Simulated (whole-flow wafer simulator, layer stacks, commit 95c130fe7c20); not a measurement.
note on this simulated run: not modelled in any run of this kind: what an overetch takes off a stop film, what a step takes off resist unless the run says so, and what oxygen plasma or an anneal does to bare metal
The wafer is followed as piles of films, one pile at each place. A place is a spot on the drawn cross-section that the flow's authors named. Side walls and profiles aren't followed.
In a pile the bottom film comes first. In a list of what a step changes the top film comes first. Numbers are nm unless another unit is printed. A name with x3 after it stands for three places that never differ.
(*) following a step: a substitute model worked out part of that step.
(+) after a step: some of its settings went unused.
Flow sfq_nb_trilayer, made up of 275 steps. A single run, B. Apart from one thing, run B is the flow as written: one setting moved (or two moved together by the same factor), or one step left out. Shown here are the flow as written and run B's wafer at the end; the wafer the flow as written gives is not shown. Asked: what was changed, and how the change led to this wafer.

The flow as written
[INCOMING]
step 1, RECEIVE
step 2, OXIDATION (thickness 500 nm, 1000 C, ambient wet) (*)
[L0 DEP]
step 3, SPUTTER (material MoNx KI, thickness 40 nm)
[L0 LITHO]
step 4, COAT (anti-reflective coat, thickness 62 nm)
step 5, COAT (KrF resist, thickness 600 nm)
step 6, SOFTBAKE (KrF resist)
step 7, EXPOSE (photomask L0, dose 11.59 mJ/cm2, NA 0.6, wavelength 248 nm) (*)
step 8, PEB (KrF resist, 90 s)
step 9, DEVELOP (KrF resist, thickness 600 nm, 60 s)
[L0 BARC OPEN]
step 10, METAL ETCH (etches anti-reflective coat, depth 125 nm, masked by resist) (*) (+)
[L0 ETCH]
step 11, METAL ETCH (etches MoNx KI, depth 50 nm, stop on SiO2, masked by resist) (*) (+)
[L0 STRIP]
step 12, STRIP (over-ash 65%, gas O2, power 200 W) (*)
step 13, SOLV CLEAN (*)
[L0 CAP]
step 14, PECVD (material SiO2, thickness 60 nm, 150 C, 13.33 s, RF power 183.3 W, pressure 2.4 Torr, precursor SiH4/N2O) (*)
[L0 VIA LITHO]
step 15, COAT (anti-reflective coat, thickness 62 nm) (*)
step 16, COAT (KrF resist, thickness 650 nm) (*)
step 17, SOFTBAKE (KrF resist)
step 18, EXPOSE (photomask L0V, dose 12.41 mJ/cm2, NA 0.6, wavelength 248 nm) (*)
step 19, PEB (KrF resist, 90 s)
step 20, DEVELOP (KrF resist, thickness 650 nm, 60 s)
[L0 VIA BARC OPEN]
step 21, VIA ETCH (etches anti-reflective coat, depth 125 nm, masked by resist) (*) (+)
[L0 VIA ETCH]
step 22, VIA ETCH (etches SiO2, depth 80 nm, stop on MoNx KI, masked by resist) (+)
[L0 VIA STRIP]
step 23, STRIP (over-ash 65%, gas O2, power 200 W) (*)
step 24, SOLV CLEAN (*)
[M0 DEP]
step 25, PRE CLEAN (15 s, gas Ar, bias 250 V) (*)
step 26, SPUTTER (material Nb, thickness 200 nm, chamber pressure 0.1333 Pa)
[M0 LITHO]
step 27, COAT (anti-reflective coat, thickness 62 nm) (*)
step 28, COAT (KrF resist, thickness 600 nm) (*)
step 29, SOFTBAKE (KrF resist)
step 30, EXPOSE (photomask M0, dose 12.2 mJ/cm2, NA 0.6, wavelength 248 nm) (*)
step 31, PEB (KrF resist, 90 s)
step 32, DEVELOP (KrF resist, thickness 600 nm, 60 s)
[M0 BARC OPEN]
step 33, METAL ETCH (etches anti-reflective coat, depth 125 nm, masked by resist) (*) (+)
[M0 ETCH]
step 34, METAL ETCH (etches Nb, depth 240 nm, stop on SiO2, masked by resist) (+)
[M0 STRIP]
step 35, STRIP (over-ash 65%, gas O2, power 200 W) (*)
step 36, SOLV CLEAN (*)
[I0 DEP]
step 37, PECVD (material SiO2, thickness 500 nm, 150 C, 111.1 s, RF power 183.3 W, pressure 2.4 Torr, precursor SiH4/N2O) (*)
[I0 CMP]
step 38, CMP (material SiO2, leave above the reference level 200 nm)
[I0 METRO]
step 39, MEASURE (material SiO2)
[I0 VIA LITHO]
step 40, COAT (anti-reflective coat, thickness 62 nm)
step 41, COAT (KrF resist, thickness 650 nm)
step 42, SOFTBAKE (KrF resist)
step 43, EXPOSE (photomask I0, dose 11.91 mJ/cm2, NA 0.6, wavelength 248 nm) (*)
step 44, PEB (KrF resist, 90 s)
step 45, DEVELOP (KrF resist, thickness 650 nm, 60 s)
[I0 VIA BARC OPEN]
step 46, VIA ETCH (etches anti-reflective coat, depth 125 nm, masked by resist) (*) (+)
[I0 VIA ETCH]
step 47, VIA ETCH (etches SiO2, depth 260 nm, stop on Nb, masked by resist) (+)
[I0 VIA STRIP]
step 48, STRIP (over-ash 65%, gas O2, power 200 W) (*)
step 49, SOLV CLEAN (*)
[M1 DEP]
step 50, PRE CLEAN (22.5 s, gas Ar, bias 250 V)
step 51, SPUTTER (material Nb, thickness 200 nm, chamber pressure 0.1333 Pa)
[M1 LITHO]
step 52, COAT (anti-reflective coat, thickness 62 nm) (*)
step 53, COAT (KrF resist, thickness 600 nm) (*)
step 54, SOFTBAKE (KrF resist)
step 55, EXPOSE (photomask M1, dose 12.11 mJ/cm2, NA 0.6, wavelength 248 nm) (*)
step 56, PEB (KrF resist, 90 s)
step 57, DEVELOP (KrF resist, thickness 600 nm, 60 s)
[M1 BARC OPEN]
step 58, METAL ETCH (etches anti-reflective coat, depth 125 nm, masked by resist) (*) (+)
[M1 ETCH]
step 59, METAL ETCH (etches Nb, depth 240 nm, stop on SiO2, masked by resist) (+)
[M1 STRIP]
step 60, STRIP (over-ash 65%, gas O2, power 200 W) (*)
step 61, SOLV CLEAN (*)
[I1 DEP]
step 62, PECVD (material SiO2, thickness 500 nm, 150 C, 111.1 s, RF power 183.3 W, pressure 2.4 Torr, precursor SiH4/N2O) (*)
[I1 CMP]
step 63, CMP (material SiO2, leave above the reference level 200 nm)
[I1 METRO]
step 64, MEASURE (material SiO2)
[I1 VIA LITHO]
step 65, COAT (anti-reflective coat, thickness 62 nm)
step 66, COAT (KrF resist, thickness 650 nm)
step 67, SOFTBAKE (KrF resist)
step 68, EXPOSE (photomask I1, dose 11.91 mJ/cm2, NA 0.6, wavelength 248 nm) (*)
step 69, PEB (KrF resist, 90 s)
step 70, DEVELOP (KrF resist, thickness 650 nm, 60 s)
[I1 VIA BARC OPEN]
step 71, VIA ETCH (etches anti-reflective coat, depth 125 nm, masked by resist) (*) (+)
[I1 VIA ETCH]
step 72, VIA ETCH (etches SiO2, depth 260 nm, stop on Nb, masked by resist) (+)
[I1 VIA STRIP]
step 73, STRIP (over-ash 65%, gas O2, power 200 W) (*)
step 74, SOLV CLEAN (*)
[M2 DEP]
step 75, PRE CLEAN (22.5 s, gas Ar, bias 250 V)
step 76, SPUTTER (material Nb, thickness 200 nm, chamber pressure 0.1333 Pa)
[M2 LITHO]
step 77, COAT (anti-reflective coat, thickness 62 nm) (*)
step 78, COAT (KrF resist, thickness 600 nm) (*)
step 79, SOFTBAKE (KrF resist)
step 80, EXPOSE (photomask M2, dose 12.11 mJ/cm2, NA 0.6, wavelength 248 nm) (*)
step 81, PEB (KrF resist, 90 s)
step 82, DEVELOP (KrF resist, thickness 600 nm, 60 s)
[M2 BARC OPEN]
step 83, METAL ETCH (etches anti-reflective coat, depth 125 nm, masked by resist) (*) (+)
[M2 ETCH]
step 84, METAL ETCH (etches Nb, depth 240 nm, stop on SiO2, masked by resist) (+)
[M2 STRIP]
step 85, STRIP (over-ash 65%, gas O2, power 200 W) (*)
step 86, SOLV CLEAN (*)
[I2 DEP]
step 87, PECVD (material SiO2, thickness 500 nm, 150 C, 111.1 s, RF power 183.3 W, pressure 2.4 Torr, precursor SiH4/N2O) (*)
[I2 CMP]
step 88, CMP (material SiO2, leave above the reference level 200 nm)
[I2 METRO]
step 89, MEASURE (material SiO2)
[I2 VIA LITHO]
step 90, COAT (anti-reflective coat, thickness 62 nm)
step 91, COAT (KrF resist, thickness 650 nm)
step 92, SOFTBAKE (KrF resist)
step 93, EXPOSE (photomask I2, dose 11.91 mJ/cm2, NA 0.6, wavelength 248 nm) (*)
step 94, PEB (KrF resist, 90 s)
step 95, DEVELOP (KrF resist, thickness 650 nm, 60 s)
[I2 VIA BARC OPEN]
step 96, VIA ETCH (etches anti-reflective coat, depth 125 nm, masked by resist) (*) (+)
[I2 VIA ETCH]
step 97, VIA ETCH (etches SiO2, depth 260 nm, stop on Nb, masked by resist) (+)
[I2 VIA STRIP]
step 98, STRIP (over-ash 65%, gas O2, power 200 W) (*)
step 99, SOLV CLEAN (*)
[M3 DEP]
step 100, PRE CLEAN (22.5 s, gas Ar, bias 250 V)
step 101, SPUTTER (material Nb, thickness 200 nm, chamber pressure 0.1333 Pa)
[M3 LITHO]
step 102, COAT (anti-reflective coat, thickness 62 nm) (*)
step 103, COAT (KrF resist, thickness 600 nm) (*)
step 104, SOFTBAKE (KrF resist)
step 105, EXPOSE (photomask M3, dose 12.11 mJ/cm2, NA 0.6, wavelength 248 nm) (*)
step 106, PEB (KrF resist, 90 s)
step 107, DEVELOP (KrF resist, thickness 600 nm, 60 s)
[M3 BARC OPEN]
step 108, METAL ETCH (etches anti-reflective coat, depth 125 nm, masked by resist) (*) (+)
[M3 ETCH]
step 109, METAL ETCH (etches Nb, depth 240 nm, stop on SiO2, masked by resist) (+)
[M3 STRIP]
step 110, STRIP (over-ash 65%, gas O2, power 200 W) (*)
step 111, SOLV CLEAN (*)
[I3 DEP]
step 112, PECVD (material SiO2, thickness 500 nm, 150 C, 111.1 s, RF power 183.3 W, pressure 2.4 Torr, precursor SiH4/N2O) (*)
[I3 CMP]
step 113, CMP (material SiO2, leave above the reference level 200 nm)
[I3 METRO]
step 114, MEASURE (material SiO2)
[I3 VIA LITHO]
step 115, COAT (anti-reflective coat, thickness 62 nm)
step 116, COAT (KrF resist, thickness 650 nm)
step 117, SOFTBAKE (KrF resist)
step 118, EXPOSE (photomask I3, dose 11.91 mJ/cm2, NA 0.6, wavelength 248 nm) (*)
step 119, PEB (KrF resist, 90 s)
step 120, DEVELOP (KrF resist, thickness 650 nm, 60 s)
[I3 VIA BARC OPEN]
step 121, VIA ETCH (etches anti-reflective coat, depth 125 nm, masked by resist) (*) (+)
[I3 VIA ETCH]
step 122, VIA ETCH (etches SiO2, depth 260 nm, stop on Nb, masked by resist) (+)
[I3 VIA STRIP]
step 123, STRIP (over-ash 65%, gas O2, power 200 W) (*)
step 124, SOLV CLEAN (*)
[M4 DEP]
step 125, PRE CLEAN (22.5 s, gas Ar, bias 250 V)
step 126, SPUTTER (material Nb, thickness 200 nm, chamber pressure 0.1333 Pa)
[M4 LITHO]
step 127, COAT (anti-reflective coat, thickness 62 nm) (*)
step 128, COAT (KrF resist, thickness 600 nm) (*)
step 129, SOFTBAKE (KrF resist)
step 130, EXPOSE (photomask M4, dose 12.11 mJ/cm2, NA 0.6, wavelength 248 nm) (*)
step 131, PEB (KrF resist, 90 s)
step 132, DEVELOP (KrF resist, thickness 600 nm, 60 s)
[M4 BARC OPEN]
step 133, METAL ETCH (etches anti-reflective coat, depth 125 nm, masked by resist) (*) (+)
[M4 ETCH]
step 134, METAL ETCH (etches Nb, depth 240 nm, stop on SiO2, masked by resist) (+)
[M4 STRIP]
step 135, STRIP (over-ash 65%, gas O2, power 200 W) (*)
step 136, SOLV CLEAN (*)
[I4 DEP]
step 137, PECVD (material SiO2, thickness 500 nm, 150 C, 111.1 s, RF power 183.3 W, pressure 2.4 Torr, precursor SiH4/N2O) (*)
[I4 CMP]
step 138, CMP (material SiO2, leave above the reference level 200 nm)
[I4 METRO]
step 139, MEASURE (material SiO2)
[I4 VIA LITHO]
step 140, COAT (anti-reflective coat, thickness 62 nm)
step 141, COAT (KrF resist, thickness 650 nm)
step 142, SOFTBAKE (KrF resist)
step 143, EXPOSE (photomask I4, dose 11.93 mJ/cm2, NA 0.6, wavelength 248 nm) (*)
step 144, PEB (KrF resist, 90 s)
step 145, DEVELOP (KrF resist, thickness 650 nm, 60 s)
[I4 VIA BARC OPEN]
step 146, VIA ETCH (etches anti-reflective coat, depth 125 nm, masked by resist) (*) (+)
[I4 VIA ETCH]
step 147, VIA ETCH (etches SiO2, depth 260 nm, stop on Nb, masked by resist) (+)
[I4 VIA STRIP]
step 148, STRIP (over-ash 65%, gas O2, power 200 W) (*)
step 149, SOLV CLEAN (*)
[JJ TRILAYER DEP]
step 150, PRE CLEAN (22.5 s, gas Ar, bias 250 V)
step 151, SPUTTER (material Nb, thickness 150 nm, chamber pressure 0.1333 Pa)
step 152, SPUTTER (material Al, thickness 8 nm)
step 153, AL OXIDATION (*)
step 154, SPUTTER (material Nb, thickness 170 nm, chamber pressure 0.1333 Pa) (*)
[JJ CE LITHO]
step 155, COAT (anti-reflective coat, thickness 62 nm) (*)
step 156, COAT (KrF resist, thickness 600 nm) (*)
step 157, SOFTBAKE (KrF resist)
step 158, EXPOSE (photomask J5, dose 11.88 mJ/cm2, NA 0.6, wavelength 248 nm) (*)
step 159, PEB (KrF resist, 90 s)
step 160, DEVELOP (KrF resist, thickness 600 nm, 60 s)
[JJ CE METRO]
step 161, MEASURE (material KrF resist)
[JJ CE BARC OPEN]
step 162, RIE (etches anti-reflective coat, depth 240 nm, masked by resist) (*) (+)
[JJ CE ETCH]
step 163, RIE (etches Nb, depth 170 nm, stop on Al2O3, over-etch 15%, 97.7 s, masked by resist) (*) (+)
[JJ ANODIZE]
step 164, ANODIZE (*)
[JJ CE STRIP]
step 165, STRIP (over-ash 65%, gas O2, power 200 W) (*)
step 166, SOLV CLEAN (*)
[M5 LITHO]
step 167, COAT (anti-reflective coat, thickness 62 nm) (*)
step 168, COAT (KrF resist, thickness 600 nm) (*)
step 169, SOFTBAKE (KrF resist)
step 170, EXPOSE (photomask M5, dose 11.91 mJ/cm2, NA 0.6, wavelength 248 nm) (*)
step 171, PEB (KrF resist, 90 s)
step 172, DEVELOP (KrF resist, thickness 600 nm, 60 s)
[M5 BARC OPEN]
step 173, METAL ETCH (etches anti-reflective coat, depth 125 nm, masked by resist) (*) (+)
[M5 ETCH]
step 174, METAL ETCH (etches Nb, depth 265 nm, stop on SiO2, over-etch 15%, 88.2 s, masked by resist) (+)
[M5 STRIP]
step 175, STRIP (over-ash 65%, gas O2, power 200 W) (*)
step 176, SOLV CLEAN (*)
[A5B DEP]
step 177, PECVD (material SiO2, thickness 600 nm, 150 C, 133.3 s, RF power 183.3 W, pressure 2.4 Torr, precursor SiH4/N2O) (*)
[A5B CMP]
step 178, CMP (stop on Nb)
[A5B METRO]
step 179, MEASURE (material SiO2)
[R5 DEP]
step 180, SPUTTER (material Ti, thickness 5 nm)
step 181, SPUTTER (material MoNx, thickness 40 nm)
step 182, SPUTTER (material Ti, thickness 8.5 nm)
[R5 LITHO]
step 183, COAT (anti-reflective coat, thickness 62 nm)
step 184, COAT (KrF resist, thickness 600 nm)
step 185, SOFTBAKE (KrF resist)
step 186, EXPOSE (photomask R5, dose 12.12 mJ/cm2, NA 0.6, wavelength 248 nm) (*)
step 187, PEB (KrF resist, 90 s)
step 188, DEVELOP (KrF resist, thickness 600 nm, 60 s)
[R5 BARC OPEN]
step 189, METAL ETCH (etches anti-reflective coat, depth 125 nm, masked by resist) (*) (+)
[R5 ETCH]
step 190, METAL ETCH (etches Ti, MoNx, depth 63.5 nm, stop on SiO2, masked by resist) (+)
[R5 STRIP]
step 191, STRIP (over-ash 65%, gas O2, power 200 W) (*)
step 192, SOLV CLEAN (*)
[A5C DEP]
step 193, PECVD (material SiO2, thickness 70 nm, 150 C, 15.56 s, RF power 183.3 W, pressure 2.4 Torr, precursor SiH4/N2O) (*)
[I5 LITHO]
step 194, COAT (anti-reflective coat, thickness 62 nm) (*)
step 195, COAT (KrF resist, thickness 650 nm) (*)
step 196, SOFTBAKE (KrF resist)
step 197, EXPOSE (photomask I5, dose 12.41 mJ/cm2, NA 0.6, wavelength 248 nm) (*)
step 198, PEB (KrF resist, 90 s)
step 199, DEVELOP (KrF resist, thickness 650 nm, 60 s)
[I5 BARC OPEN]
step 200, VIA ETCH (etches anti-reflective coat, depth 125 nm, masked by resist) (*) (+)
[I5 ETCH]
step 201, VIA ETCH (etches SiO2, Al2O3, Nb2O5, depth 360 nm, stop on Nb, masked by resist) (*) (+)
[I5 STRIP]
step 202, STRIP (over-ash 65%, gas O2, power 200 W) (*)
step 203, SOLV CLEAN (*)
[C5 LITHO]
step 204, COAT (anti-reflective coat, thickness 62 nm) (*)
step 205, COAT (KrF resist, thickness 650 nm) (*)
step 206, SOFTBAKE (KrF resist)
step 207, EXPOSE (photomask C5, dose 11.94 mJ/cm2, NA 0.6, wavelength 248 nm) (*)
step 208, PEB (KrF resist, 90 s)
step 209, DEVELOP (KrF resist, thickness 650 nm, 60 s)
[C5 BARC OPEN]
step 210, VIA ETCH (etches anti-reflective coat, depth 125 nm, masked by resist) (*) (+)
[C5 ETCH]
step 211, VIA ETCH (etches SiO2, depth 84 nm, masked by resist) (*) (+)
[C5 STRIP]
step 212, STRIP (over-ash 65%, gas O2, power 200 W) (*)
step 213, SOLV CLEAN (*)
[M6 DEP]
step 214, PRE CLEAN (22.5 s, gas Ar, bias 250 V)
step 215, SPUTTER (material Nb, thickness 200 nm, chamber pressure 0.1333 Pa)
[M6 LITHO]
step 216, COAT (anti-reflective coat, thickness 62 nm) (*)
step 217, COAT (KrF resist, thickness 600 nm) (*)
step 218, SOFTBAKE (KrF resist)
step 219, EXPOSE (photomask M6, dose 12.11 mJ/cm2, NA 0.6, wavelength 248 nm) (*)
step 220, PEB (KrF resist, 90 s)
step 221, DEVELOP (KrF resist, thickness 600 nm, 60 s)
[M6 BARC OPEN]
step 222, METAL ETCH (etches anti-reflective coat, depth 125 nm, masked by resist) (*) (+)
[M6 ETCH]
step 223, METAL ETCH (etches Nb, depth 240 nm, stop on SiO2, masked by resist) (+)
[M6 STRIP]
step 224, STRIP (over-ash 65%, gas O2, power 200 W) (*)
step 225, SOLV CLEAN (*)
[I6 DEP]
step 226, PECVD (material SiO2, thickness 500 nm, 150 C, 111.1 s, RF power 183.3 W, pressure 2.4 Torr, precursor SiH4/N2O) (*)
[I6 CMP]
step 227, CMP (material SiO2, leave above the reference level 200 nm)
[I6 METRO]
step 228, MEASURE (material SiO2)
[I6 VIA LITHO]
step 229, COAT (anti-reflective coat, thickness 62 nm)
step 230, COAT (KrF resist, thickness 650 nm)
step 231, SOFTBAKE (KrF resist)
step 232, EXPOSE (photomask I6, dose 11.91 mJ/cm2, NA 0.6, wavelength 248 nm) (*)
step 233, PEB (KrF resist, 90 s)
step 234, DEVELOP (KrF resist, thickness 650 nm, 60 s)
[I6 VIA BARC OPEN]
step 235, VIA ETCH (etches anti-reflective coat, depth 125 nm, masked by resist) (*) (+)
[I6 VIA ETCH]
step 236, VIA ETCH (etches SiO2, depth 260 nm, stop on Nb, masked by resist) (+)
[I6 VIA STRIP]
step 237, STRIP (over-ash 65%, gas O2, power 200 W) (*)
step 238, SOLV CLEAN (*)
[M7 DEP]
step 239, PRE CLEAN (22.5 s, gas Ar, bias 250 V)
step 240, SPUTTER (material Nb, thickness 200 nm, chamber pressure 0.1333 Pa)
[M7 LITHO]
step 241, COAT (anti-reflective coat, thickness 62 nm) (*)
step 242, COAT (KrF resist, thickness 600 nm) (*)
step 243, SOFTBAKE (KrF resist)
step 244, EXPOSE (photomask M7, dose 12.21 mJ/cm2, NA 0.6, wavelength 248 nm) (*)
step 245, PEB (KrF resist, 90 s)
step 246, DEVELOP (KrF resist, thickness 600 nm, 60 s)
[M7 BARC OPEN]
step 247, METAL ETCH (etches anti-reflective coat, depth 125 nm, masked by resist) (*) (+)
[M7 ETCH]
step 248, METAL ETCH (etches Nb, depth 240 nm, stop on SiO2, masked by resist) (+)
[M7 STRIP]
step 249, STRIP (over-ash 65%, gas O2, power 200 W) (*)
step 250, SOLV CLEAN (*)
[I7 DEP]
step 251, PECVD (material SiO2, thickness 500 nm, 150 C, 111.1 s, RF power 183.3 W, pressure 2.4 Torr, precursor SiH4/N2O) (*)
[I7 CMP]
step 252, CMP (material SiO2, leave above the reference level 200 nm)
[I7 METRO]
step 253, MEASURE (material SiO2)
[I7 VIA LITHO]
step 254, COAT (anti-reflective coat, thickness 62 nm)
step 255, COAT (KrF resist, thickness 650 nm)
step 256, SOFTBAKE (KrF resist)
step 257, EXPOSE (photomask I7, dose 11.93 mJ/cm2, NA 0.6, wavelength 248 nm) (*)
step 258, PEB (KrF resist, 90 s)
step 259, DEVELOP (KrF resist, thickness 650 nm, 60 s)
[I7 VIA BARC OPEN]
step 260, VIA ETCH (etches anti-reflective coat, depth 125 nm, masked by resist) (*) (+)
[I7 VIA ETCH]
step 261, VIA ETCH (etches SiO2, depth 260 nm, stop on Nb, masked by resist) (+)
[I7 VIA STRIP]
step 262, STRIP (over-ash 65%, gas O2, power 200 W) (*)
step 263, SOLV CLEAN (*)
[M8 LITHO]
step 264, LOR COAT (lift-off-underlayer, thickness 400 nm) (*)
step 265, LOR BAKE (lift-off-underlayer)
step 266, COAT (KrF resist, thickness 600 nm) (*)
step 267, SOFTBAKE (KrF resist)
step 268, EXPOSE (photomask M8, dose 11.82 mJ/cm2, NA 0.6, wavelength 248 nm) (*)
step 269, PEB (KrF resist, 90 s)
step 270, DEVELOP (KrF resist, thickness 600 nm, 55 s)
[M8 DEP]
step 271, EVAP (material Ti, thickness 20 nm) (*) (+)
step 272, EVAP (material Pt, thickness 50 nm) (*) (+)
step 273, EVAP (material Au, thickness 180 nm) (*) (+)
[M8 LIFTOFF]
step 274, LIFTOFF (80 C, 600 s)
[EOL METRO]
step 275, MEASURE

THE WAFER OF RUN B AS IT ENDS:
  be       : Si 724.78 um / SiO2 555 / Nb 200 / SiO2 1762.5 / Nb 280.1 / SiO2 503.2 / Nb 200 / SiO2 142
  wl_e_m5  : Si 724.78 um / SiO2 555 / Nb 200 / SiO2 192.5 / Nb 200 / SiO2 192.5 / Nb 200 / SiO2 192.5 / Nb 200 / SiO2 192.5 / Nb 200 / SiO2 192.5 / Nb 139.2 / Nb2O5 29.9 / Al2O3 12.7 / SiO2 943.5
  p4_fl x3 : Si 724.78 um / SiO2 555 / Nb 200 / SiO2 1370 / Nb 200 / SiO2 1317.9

The reason: step 252, CMP: leave above the reference level 142 nm was run, though the flow has leave above the reference level 200 nm.
The wafer itself shows it: be has SiO2 142, and step 252 as written asks for 200 nm.

Step by step, how the change led to this:
  step 252, CMP (material SiO2, leave above the reference level 200 nm)
      field_l, p4_fl x3, p4_w1 x3 and 52 more: SiO2 loses 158 (it would be, as written: SiO2 loses 100)
      v_sur, via_wl, via_w and 37 more: SiO2 loses 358 (it would be, as written: SiO2 loses 300)
      (and at 7 other places as well)
  step 261, VIA ETCH (etches SiO2, depth 260 nm, stop on Nb, masked by resist) (+)
      field_l, v_sur, via_sp and 100 more: KrF resist loses 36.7 (it would be, as written: KrF resist loses 44.8)
      via_wl, via_w, via_wr: SiO2 loses 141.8 (all of it) (it would be, as written: SiO2 loses 199.8 (all of it))
  step 264, LOR COAT (lift-off-underlayer, thickness 400 nm) (*)
      via_wl, via_wr: lift-off-underlayer gains 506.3 (new film) (it would be, as written: lift-off-underlayer gains 549.8 (new film))
      v_sur: lift-off-underlayer gains 378.3 (new film) (it would be, as written: lift-off-underlayer gains 369.4 (new film))
      (and at 1 other place as well)
  step 270, DEVELOP (KrF resist, thickness 600 nm, 55 s)
      v_sur: KrF resist loses 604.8 (all of it), lift-off-underlayer loses 378.3 (all of it) (it would be, as written: KrF resist loses 607.3 (all of it), lift-off-underlayer loses 369.4 (all of it))
      via_wl: KrF resist loses 616.6 (all of it), lift-off-underlayer loses 506.3 (all of it) (it would be, as written: KrF resist loses 623.9 (all of it), lift-off-underlayer loses 549.8 (all of it))
      (and at 2 other places as well)
